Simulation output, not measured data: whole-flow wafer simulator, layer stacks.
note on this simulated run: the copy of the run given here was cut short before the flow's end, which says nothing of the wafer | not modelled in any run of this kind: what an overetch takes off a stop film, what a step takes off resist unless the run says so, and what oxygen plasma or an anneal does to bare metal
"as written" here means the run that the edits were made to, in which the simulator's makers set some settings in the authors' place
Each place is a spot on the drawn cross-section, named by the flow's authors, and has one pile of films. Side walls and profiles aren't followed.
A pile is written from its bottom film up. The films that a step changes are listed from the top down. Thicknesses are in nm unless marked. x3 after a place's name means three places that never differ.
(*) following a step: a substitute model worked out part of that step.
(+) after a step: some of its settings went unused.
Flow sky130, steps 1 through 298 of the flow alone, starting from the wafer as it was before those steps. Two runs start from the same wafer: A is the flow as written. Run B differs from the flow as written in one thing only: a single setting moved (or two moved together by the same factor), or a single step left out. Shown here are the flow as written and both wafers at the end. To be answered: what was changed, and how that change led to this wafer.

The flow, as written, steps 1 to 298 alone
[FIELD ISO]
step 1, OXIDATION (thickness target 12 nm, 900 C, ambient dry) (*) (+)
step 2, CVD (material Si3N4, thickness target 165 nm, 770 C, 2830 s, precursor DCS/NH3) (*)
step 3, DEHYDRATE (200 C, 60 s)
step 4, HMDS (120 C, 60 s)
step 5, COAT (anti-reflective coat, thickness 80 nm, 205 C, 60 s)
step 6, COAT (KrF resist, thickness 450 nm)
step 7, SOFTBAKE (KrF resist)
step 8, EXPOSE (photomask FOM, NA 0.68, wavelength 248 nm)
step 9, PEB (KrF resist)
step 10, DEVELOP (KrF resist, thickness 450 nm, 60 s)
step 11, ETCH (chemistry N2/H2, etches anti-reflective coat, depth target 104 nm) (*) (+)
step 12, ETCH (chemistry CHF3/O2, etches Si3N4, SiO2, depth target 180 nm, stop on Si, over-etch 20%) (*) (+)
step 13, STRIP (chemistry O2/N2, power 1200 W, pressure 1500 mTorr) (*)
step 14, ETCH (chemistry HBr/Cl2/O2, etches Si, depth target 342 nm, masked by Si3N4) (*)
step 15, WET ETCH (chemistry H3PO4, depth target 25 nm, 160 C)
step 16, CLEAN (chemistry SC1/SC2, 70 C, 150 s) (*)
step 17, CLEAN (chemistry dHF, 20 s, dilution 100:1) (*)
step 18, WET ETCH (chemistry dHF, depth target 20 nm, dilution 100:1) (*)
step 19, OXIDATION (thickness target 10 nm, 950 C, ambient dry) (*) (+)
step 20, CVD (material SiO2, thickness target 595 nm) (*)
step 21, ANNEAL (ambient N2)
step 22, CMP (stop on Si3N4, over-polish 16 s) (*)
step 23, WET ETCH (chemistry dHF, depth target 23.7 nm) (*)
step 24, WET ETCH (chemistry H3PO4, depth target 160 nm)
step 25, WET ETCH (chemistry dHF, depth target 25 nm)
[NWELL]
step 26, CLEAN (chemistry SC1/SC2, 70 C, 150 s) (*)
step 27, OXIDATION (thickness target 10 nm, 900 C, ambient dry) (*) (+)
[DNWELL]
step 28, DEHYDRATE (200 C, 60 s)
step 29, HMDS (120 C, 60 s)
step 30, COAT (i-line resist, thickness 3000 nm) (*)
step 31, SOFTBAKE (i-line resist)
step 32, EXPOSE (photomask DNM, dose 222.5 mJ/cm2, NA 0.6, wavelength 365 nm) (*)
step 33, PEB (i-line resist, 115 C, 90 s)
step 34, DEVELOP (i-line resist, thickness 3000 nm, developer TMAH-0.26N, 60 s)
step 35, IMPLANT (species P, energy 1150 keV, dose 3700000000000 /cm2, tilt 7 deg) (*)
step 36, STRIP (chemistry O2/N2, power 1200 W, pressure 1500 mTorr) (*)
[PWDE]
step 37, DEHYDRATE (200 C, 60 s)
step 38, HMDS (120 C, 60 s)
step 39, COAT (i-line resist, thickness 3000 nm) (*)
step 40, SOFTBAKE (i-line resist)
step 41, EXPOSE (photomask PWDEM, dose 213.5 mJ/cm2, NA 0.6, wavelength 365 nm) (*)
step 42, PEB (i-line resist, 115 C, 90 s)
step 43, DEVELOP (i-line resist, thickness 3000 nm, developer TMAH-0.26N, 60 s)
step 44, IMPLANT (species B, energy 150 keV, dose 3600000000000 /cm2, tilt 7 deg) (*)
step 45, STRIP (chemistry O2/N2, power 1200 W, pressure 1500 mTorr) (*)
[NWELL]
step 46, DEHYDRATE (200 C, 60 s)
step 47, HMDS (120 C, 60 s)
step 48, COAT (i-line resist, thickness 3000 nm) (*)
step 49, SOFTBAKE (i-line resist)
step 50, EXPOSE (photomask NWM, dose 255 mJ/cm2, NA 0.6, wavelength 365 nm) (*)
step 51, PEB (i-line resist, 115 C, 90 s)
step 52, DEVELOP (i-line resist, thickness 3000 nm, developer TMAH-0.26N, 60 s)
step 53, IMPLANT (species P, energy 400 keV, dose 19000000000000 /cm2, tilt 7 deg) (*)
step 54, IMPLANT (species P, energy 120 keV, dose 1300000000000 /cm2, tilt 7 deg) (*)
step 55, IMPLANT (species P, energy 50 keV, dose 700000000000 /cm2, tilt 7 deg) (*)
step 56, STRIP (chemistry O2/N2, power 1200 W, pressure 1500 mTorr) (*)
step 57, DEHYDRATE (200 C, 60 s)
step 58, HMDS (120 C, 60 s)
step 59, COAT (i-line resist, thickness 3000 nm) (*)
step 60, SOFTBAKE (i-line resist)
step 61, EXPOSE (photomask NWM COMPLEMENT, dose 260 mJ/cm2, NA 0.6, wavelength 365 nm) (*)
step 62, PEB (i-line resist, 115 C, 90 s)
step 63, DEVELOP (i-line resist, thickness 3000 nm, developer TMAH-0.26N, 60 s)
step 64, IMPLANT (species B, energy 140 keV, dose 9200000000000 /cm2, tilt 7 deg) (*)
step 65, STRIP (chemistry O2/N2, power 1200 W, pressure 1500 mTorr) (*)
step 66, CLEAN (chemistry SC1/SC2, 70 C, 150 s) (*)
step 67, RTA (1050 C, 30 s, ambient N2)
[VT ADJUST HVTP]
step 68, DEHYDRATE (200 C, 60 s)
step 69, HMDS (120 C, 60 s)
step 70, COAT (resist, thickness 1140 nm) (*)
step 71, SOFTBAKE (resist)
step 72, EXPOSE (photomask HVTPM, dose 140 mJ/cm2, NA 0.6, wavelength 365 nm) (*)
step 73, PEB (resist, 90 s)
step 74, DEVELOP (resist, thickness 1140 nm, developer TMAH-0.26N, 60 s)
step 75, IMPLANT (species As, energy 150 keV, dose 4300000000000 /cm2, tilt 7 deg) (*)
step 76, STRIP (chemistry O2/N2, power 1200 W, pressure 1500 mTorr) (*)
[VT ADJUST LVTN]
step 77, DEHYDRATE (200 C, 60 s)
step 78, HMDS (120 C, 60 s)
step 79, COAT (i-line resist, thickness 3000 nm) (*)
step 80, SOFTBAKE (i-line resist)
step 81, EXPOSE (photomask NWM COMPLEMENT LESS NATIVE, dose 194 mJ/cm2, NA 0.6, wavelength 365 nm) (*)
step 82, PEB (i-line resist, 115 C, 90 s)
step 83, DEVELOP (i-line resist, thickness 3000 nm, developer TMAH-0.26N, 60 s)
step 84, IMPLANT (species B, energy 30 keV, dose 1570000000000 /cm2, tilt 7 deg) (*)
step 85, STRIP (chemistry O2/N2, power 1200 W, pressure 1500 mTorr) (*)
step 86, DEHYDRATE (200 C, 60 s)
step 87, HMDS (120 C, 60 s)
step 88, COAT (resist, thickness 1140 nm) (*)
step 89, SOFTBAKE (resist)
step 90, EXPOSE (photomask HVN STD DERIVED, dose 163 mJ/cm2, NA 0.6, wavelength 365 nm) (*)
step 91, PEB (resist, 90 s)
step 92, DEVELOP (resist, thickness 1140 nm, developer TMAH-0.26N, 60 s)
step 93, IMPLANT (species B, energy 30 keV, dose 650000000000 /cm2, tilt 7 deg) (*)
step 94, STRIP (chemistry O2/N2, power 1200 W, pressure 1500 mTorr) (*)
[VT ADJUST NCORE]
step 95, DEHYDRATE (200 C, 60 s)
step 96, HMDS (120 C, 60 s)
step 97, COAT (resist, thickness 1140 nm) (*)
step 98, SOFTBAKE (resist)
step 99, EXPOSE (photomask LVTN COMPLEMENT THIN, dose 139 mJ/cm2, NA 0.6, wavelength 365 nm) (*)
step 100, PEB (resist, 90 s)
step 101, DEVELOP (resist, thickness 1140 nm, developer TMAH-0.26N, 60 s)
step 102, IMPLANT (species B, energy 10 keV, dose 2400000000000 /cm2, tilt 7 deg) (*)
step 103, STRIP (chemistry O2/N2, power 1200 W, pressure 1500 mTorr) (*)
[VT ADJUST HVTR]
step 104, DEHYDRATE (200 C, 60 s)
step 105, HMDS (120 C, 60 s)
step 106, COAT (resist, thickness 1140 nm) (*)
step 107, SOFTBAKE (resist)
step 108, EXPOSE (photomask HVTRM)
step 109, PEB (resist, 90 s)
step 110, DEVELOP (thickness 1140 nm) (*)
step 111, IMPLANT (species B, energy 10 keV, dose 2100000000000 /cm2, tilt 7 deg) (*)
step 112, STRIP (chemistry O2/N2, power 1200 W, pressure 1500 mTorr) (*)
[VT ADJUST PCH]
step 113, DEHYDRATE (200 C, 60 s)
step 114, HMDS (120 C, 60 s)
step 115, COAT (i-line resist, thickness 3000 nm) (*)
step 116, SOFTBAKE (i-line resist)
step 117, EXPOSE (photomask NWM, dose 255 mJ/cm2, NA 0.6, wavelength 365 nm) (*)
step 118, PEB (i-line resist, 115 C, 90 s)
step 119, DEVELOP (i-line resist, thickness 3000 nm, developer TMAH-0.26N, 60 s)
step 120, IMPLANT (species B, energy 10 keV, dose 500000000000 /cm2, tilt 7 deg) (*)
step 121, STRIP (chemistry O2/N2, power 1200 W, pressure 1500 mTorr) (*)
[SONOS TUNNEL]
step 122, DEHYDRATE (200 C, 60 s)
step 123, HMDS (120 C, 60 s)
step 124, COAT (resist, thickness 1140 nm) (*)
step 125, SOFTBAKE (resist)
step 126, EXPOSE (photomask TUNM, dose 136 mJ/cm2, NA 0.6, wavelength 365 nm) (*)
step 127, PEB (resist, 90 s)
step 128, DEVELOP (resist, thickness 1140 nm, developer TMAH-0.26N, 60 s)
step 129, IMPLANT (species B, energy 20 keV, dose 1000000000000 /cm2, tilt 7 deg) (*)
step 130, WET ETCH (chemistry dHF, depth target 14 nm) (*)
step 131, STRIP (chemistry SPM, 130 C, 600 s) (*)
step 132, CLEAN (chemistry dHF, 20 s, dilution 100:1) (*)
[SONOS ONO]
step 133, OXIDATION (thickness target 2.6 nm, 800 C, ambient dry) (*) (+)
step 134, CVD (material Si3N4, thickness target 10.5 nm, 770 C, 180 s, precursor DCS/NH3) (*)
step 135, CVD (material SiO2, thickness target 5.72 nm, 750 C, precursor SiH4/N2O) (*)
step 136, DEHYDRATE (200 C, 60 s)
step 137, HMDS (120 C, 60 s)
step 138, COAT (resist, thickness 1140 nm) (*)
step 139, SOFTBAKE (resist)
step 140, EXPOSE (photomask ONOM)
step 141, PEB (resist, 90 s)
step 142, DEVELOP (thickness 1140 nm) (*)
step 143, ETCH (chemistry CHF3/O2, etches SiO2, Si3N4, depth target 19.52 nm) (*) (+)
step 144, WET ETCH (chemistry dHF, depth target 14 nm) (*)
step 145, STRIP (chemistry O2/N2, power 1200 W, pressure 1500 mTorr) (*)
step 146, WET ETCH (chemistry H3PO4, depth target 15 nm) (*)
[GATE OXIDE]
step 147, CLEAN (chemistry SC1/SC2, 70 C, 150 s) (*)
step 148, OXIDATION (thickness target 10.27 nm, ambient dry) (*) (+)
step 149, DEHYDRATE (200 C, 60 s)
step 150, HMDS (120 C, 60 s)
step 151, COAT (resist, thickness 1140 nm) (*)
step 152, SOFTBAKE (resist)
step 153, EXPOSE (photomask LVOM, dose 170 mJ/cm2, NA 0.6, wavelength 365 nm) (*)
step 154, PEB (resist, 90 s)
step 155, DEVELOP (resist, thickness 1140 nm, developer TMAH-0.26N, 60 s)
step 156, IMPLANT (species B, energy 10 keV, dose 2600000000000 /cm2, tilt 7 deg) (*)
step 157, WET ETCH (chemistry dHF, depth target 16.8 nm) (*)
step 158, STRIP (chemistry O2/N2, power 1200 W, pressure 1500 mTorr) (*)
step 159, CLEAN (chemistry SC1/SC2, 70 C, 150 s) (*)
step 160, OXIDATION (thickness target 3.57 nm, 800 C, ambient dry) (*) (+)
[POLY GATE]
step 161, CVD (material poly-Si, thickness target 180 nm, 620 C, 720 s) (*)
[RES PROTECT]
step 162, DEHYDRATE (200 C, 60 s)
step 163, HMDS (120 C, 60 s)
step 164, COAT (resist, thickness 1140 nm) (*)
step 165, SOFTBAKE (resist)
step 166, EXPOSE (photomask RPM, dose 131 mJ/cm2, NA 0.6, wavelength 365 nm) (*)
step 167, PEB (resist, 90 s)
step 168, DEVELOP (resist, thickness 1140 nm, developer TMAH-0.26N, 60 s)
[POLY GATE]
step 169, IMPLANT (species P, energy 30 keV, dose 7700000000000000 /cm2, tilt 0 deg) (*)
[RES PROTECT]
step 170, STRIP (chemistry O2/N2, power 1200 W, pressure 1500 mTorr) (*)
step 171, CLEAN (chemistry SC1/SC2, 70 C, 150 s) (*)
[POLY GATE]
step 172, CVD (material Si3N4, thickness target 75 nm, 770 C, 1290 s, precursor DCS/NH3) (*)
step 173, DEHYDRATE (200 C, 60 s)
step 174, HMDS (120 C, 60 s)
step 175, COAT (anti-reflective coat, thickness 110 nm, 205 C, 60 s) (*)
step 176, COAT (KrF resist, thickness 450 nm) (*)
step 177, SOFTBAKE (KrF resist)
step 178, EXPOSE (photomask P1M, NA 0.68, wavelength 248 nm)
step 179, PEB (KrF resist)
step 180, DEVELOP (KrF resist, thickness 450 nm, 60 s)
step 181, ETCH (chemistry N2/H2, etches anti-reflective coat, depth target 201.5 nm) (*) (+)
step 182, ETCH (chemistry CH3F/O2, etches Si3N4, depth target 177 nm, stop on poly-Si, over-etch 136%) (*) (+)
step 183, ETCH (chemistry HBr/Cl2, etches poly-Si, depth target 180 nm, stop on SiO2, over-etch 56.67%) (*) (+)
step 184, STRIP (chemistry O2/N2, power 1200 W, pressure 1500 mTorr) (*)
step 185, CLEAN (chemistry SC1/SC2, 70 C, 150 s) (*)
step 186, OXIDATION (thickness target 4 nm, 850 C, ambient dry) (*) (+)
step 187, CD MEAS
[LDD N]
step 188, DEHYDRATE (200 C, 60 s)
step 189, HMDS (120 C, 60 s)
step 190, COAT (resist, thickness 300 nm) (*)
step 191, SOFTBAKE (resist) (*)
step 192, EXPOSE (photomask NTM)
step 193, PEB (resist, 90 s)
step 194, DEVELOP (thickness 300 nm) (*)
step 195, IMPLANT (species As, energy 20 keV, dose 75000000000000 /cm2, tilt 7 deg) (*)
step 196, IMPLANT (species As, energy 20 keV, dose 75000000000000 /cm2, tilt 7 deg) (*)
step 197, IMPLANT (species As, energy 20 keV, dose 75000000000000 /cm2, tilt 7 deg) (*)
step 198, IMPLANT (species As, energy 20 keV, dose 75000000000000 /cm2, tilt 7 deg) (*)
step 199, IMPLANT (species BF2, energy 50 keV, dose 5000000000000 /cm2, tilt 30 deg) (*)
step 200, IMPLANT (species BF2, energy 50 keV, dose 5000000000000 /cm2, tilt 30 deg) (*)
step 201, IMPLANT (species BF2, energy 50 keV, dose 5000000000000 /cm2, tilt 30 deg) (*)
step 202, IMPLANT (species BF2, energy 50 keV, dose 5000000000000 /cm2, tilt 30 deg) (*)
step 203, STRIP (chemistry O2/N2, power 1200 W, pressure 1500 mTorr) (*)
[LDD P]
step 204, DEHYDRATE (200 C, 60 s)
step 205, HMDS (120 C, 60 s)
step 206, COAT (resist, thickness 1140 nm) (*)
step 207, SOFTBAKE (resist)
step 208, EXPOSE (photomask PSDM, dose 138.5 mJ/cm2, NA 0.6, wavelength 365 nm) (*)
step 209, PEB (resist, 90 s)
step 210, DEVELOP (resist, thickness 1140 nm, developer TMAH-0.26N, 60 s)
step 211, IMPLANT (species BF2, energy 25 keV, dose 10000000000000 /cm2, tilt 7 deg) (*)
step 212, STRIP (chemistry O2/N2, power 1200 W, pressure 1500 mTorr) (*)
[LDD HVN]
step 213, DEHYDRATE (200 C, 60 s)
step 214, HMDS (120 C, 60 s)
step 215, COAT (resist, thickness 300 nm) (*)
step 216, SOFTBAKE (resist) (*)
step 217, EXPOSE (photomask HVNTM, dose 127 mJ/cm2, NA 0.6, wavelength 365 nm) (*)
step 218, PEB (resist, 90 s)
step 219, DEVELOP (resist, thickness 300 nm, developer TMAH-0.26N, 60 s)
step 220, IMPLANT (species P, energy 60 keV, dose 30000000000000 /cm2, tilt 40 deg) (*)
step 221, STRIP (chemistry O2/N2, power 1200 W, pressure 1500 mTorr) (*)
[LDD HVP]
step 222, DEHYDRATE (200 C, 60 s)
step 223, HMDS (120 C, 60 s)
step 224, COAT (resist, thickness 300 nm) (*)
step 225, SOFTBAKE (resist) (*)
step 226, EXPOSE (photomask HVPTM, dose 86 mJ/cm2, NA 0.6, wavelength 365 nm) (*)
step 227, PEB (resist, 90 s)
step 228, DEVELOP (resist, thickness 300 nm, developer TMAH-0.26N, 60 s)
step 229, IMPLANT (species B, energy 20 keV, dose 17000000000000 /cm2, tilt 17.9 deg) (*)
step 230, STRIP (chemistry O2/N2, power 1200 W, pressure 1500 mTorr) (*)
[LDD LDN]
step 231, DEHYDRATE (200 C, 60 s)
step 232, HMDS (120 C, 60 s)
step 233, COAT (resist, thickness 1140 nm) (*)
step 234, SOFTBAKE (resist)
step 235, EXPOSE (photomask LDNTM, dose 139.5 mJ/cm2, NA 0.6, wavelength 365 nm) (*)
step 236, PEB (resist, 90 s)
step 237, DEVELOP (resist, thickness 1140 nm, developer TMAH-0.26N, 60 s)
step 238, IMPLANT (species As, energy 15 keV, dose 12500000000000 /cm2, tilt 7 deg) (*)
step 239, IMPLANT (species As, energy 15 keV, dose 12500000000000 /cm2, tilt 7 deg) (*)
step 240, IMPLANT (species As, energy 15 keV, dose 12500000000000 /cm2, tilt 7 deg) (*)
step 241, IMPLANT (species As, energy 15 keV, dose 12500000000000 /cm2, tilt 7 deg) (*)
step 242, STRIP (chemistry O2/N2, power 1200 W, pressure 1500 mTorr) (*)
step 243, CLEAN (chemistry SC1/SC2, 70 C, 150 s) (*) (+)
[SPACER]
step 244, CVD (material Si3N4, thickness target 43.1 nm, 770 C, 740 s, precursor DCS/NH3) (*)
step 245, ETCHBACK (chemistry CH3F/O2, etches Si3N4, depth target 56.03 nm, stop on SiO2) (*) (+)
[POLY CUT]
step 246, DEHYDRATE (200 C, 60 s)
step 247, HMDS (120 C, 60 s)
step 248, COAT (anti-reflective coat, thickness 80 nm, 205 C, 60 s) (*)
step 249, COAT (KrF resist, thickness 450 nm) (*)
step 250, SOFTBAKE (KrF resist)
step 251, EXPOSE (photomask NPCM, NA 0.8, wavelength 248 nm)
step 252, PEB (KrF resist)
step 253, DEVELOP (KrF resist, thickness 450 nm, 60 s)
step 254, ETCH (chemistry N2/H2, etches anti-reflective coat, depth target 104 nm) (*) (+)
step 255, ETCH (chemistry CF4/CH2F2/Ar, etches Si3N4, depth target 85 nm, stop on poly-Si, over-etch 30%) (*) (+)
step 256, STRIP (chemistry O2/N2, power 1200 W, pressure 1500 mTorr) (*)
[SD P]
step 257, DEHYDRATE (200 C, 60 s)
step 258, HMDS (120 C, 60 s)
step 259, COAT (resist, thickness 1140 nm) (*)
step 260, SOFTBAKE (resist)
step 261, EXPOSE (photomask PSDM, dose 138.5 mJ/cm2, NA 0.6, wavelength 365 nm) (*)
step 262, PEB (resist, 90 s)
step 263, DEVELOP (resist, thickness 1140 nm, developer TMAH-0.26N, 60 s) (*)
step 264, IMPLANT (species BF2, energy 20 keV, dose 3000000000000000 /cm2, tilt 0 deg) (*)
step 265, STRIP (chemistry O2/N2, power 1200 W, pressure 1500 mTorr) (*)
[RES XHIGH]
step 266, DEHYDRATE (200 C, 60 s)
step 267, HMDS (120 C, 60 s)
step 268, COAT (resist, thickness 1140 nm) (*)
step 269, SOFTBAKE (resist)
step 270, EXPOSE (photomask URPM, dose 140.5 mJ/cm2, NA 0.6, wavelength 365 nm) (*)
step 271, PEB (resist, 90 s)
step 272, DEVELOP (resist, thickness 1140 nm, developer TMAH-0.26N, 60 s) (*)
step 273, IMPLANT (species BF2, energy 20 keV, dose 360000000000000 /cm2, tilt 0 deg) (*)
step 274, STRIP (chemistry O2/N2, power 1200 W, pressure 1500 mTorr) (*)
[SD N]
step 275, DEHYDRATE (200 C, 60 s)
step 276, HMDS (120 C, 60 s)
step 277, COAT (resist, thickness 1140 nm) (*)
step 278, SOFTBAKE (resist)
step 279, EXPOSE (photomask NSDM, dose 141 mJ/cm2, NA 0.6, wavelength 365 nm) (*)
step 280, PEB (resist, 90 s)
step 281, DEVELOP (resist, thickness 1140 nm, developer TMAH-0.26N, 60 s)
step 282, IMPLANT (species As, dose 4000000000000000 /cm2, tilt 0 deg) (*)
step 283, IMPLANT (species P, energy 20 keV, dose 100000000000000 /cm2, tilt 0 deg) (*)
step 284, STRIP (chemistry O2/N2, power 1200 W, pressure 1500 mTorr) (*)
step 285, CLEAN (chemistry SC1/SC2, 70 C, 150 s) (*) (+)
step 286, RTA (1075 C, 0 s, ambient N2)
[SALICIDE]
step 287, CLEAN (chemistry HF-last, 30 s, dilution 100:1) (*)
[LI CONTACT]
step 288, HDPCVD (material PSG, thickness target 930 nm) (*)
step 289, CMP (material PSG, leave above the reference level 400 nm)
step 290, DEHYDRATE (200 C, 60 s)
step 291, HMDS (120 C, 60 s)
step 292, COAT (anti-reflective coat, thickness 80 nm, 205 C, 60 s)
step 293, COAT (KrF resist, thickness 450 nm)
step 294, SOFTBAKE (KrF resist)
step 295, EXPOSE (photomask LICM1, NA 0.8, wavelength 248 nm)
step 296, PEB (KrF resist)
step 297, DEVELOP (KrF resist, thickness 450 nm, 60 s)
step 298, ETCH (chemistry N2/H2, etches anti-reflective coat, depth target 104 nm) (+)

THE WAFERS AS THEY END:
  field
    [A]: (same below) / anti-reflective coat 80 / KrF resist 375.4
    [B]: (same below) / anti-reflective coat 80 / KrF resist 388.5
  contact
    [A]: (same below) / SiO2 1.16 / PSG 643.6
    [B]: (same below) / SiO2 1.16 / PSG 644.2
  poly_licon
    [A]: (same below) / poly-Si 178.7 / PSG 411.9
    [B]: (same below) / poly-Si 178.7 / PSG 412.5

The reason: step 298, ETCH: depth target 80.4 nm was run, whereas the flow has depth target 104 nm.

How this came from the change, step by step:
  step 298, ETCH (chemistry N2/H2, etches anti-reflective coat, depth target 104 nm) (+)
      contact, poly_licon, ndiff_licon, ndiff_licon_cpp, rpo_hd_licon: A anti-reflective coat loses 80 (all of it), PSG loses 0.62 | B anti-reflective coat loses 80 (all of it)
      field, active, n_well and 184 more: A KrF resist loses 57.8 | B KrF resist loses 44.7
